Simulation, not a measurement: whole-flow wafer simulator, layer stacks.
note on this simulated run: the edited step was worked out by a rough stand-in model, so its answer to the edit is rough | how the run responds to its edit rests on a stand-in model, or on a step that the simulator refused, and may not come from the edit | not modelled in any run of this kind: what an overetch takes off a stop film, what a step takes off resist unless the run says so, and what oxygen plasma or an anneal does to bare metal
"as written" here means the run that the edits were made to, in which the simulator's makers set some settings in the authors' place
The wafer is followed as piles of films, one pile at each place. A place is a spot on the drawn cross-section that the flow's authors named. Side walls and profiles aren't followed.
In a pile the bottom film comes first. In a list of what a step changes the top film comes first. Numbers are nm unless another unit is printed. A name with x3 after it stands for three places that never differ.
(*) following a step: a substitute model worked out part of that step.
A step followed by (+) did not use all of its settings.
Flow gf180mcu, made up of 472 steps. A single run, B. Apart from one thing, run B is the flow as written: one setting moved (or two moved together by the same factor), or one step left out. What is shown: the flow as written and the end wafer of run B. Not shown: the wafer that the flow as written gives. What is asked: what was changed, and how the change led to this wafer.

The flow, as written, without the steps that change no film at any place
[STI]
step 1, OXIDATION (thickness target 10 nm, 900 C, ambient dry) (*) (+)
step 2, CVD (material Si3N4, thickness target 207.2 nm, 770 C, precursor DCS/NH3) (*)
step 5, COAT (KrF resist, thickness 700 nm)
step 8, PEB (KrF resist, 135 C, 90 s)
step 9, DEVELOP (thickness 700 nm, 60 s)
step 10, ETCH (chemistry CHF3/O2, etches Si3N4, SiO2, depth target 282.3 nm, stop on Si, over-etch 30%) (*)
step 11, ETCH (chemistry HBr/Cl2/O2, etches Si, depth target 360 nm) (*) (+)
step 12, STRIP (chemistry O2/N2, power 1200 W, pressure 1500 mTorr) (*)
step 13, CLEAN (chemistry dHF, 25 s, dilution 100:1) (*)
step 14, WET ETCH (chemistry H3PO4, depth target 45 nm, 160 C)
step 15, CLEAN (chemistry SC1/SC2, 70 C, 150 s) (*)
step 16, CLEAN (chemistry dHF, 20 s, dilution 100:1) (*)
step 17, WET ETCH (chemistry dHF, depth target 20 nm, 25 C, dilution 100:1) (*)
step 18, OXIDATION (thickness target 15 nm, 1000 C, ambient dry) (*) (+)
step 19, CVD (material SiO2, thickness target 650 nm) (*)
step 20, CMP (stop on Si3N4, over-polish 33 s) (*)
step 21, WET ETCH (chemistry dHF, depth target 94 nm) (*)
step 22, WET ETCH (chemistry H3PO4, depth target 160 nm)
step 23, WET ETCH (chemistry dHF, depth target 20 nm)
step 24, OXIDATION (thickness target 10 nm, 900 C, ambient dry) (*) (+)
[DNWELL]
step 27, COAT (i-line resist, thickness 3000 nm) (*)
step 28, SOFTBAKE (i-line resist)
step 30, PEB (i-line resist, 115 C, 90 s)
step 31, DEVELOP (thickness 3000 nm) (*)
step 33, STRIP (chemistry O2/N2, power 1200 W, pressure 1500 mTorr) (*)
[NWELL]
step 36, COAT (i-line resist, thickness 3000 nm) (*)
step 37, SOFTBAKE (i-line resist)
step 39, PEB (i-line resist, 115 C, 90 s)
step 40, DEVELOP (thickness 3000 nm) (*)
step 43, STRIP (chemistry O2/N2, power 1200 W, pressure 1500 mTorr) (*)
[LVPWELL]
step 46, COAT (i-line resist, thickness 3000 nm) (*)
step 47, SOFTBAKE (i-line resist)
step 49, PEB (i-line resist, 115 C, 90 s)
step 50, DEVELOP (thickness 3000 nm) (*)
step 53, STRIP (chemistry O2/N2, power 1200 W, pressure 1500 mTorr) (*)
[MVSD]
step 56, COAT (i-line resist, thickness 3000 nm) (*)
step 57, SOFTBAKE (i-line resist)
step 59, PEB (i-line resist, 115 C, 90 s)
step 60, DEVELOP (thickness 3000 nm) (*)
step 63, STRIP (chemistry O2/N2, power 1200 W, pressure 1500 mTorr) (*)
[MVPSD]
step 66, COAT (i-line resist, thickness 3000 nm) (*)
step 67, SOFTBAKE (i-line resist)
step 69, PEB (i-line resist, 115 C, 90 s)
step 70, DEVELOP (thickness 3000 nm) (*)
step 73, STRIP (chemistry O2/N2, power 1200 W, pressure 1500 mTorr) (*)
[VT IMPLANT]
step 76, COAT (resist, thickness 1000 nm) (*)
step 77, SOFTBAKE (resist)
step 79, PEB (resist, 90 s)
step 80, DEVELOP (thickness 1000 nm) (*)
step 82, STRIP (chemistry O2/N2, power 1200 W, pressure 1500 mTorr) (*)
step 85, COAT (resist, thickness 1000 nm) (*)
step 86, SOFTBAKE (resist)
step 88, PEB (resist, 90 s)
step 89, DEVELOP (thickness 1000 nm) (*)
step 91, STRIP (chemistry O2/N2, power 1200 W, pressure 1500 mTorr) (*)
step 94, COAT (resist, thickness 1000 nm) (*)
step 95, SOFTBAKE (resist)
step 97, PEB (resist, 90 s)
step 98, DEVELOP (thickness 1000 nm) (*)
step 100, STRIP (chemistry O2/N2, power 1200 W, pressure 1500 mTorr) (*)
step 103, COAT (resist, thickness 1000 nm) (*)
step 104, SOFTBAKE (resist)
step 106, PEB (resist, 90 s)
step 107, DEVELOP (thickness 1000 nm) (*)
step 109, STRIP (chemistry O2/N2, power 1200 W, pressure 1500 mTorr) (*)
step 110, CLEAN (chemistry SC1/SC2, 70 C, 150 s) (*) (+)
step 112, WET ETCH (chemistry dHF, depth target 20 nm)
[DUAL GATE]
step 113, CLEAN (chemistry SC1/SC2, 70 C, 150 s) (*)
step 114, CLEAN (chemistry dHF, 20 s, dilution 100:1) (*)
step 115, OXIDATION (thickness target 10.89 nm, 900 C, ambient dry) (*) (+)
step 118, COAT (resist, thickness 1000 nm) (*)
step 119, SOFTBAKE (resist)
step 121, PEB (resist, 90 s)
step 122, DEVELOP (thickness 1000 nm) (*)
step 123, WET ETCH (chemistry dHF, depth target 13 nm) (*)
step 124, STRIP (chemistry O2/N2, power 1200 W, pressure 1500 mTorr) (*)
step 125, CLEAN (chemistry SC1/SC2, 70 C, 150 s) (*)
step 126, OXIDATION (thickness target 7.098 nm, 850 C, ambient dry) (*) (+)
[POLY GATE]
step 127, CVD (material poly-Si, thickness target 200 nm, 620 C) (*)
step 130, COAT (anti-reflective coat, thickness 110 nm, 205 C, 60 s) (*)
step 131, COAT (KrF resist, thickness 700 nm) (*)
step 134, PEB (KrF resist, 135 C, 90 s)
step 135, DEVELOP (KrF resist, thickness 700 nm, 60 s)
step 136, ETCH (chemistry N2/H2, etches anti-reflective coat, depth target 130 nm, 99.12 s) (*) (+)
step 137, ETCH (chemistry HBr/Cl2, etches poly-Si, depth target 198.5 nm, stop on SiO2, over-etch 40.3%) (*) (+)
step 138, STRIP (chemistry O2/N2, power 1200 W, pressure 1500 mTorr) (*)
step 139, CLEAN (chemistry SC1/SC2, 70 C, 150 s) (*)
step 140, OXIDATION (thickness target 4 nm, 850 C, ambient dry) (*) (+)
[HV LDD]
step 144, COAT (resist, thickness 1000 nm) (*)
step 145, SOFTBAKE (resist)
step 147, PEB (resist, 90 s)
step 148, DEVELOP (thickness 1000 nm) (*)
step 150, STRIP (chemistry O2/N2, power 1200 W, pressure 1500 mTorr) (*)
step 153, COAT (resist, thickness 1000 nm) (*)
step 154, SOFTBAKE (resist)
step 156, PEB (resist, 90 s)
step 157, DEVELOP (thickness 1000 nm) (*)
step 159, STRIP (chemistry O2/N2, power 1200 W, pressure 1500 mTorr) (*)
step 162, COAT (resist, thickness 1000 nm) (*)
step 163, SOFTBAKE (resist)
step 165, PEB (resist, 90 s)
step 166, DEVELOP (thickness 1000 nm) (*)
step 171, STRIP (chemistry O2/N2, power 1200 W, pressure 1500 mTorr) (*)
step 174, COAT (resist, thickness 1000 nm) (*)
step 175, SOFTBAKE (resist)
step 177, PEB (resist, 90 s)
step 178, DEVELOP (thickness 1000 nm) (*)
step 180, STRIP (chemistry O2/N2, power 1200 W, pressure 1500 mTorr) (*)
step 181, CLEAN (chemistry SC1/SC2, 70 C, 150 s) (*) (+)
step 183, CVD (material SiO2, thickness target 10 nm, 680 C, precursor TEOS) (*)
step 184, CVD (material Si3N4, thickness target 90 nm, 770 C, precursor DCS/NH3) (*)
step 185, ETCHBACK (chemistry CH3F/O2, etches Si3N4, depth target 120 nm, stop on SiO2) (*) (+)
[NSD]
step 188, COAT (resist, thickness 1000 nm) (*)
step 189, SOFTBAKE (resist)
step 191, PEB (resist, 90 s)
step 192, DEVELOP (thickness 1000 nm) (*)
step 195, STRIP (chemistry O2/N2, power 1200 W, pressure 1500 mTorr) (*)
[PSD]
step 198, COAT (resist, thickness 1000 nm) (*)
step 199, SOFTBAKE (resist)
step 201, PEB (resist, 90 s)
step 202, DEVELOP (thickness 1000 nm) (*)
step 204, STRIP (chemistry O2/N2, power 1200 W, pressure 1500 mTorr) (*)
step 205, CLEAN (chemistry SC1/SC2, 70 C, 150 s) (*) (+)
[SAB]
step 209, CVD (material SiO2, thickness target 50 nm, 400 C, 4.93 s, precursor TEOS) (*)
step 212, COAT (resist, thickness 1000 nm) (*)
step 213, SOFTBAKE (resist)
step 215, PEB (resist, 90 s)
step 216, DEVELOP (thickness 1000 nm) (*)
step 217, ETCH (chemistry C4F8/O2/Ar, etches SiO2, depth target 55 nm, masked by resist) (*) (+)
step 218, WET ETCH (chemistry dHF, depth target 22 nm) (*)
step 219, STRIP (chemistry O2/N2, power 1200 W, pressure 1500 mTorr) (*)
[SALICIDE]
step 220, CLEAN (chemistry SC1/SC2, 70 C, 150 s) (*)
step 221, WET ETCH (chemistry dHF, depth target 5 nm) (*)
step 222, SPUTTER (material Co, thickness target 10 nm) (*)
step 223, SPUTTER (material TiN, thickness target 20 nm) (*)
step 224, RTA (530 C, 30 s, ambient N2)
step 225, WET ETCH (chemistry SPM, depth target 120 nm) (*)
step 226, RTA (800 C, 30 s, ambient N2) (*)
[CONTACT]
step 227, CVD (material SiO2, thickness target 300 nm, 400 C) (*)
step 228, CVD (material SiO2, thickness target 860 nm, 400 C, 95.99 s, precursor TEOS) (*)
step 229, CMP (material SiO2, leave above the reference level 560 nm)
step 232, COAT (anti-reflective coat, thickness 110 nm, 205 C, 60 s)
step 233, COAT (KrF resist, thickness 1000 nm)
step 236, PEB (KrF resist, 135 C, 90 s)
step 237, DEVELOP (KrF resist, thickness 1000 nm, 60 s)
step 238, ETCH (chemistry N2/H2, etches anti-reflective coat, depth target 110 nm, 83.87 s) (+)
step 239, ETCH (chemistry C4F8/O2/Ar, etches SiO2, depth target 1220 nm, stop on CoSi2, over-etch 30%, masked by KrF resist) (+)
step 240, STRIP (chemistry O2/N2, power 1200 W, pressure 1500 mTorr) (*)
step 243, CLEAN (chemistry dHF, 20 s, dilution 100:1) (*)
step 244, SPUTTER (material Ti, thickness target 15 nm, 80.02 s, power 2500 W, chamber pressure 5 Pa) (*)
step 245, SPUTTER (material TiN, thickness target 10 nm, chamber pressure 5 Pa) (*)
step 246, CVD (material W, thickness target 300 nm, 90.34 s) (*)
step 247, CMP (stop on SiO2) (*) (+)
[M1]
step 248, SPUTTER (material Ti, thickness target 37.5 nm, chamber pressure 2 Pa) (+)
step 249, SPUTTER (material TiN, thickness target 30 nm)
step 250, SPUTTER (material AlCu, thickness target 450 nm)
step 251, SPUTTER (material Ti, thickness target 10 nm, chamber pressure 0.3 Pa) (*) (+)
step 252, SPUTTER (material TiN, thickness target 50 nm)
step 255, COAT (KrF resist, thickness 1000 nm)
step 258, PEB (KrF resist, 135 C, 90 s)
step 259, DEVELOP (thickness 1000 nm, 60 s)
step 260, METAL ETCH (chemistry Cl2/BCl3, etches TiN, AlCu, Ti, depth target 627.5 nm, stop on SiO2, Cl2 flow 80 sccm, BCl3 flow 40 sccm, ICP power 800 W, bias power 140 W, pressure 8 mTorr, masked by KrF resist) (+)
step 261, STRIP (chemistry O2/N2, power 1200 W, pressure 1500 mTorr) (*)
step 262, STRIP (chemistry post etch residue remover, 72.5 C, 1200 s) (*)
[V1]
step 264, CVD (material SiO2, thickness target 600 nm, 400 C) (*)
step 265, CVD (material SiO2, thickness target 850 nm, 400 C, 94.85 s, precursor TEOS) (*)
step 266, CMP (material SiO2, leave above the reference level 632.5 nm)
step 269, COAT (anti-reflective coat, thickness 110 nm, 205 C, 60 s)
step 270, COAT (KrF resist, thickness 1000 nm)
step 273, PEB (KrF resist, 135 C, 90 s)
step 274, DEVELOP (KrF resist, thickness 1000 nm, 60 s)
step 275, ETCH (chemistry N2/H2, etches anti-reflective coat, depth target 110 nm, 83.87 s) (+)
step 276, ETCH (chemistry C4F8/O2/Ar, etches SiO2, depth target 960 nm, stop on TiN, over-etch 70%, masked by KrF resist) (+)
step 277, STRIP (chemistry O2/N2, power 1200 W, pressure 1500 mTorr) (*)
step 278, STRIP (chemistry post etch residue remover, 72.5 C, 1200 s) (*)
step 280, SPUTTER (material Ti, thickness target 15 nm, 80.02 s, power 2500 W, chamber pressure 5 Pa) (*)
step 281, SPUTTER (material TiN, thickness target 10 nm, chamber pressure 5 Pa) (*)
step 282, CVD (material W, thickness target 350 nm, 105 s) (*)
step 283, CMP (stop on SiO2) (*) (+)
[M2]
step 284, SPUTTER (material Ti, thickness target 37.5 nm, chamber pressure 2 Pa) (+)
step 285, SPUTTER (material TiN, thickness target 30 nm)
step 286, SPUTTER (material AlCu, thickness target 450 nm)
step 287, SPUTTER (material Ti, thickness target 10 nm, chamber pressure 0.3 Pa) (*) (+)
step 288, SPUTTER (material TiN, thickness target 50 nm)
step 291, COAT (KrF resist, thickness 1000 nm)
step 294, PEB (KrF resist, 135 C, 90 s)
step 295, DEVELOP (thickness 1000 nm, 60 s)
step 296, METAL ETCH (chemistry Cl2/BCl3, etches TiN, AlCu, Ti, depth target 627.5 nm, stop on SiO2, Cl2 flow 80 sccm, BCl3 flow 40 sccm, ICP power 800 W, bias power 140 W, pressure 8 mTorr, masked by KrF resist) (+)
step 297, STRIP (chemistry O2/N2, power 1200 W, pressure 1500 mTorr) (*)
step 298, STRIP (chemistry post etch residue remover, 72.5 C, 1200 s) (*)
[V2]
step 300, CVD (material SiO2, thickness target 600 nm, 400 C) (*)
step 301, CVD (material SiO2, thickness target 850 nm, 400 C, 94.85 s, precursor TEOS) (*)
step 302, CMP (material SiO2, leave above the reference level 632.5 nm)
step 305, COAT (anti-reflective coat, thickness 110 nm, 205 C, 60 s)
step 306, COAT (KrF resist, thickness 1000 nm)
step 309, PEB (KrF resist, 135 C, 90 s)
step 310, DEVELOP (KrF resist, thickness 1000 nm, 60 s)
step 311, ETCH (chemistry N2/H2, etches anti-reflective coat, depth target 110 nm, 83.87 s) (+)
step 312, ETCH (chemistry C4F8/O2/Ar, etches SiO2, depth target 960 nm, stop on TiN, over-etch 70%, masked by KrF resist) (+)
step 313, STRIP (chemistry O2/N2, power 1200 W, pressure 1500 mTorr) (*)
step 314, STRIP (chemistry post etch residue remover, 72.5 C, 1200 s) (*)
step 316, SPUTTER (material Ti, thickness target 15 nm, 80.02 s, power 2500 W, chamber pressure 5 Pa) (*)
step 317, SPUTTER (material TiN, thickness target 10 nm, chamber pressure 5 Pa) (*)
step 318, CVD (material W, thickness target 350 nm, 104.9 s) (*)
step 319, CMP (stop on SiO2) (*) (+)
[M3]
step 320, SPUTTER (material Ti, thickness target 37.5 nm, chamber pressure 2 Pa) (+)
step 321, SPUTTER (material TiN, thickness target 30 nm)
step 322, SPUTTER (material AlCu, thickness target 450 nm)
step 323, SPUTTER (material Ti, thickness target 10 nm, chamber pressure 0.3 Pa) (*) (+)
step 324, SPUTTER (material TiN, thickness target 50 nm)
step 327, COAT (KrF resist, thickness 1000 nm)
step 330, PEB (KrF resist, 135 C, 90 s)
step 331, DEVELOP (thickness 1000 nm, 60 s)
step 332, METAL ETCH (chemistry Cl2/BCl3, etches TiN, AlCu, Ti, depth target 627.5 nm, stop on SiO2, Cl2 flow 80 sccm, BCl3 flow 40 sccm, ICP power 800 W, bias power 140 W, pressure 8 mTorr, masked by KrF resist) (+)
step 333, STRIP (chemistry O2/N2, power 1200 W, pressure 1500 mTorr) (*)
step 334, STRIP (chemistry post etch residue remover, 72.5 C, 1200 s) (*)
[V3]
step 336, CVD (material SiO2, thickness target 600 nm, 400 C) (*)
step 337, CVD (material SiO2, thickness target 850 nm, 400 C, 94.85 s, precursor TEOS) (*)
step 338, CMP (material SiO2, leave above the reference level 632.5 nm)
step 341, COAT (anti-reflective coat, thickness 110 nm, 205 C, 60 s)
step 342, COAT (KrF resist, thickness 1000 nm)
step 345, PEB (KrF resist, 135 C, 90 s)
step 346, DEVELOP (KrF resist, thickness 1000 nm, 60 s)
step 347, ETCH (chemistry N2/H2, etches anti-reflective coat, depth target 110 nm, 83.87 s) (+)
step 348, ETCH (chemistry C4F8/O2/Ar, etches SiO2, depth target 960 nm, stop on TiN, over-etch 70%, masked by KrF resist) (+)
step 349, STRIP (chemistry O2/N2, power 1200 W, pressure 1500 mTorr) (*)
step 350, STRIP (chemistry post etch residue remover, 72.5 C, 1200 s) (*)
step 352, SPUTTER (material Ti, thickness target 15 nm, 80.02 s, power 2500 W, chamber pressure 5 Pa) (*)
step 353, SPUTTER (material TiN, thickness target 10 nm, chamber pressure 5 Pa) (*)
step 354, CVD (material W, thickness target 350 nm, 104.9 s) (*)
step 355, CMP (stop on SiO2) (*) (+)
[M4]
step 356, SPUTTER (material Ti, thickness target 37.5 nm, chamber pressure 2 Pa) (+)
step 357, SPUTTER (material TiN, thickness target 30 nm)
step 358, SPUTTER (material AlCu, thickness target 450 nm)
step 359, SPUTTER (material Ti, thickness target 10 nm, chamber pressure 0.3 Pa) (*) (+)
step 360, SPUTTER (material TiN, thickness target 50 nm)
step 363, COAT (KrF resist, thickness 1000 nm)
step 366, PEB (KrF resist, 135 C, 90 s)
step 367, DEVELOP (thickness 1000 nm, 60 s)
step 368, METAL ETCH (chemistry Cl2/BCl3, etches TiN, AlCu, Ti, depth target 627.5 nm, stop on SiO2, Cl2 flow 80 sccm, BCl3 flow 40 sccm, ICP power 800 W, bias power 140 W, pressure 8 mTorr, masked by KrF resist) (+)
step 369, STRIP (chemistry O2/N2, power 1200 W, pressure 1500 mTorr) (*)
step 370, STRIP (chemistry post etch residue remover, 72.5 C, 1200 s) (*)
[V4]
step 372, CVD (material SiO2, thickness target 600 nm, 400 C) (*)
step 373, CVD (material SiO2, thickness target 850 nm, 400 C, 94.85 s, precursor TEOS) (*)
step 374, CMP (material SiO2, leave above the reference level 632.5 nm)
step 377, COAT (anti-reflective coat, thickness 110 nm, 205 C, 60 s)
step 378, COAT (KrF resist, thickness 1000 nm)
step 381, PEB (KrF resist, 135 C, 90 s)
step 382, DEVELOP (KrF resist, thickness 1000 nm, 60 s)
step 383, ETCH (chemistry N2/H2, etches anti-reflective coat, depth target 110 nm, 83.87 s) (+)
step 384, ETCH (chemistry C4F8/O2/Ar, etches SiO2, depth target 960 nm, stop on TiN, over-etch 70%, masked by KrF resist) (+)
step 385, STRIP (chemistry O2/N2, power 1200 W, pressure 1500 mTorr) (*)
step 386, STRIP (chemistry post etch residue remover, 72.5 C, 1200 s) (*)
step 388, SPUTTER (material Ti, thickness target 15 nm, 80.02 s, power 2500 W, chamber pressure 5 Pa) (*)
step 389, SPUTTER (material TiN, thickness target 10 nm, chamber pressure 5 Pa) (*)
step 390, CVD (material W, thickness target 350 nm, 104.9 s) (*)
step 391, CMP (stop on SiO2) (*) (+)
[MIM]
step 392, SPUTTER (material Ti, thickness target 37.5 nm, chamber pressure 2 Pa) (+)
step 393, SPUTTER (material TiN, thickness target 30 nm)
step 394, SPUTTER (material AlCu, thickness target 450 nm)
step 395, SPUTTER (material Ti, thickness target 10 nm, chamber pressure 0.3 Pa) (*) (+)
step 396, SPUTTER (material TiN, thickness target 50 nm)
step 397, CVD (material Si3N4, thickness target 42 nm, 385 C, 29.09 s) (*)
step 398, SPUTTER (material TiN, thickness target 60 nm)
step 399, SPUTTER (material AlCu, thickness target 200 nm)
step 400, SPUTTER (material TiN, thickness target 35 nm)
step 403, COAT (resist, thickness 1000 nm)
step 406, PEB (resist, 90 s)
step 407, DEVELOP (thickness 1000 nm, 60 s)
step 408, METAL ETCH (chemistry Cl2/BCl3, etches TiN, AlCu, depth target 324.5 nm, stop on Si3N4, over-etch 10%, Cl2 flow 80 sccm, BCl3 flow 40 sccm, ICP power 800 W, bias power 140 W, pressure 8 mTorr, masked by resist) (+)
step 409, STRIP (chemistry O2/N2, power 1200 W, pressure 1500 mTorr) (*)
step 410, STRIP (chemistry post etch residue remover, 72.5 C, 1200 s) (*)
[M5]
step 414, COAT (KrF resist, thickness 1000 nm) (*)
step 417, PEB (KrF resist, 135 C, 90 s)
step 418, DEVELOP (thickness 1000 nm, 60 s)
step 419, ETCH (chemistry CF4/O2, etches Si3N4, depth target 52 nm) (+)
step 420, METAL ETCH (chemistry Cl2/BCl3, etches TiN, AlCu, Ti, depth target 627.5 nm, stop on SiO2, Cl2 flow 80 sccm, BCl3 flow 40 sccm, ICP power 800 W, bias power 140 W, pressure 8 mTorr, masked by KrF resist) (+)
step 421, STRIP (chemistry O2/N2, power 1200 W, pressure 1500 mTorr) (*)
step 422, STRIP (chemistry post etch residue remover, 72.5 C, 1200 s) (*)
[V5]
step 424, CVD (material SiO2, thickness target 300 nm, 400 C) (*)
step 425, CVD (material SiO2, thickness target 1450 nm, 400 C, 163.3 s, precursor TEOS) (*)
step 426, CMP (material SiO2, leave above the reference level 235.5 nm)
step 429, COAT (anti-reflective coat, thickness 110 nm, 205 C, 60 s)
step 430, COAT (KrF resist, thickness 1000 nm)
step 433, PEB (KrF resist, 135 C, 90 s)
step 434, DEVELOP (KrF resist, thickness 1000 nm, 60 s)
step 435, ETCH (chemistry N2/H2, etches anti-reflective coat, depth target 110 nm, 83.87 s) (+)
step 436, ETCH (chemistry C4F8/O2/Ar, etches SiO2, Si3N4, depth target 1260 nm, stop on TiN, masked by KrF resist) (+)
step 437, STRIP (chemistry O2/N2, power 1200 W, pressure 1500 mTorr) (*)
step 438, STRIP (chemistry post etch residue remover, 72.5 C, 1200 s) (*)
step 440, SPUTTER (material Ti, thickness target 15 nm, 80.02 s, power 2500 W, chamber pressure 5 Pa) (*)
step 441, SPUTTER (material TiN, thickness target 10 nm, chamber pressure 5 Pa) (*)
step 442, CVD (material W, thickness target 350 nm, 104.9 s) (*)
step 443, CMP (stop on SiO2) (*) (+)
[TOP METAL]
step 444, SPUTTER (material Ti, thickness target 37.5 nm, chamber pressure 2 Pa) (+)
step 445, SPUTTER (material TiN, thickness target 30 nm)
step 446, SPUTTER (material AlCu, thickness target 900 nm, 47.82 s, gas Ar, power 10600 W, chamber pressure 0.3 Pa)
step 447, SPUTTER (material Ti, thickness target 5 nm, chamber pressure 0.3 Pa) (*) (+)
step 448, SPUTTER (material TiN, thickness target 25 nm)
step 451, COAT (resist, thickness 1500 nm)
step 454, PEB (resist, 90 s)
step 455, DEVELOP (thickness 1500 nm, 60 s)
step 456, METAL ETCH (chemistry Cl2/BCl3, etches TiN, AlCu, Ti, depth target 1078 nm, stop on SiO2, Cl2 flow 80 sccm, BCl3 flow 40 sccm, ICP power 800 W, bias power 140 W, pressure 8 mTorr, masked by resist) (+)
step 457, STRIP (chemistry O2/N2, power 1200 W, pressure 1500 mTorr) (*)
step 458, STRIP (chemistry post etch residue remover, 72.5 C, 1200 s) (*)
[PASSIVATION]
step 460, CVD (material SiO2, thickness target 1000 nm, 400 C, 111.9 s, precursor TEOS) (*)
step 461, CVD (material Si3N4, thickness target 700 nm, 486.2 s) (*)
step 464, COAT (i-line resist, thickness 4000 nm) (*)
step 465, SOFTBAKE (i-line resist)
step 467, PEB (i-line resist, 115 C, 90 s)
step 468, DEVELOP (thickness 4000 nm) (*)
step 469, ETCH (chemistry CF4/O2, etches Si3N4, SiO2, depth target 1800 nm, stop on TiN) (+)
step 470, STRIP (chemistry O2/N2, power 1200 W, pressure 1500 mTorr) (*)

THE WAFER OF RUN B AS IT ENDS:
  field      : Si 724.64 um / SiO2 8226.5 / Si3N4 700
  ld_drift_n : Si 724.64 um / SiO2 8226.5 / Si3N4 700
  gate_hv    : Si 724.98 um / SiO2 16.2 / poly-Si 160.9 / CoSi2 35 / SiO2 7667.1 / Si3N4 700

What caused this: step 115, OXIDATION: thickness target 13.06 nm was run, whereas the flow has thickness target 10.89 nm.

Step by step, how the change led to this:
  step 115, OXIDATION (thickness target 10.89 nm, 900 C, ambient dry) (*) (+)
      active, n_well, p_well and 40 more: +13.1 SiO2 (new film), -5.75 Si (in the flow as written it would be: +10.9 SiO2 (new film), -4.79 Si)
  step 123, WET ETCH (chemistry dHF, depth target 13 nm) (*)
      active, n_well, p_well and 12 more: -13.1 SiO2 (all of it) (in the flow as written it would be: -10.9 SiO2 (all of it))
  step 189, SOFTBAKE (resist)
      field__w9: -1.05 resist (in the flow as written it would be: +1.85 resist)
  step 199, SOFTBAKE (resist)
      field__w9: -1.05 resist (in the flow as written it would be: +1.85 resist)
  step 218, WET ETCH (chemistry dHF, depth target 22 nm) (*)
      ldn_tap, ldn_src, ldn_drn, ldp_tap, ldp_src, ldp_drn, ldp_gr: -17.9 SiO2 (all of it) (in the flow as written it would be: -16 SiO2 (all of it))
      ld_drn_n, ld_sd_p: -16.7 SiO2 (all of it) (in the flow as written it would be: -14.8 SiO2 (all of it))
      (and at 5 other places as well)
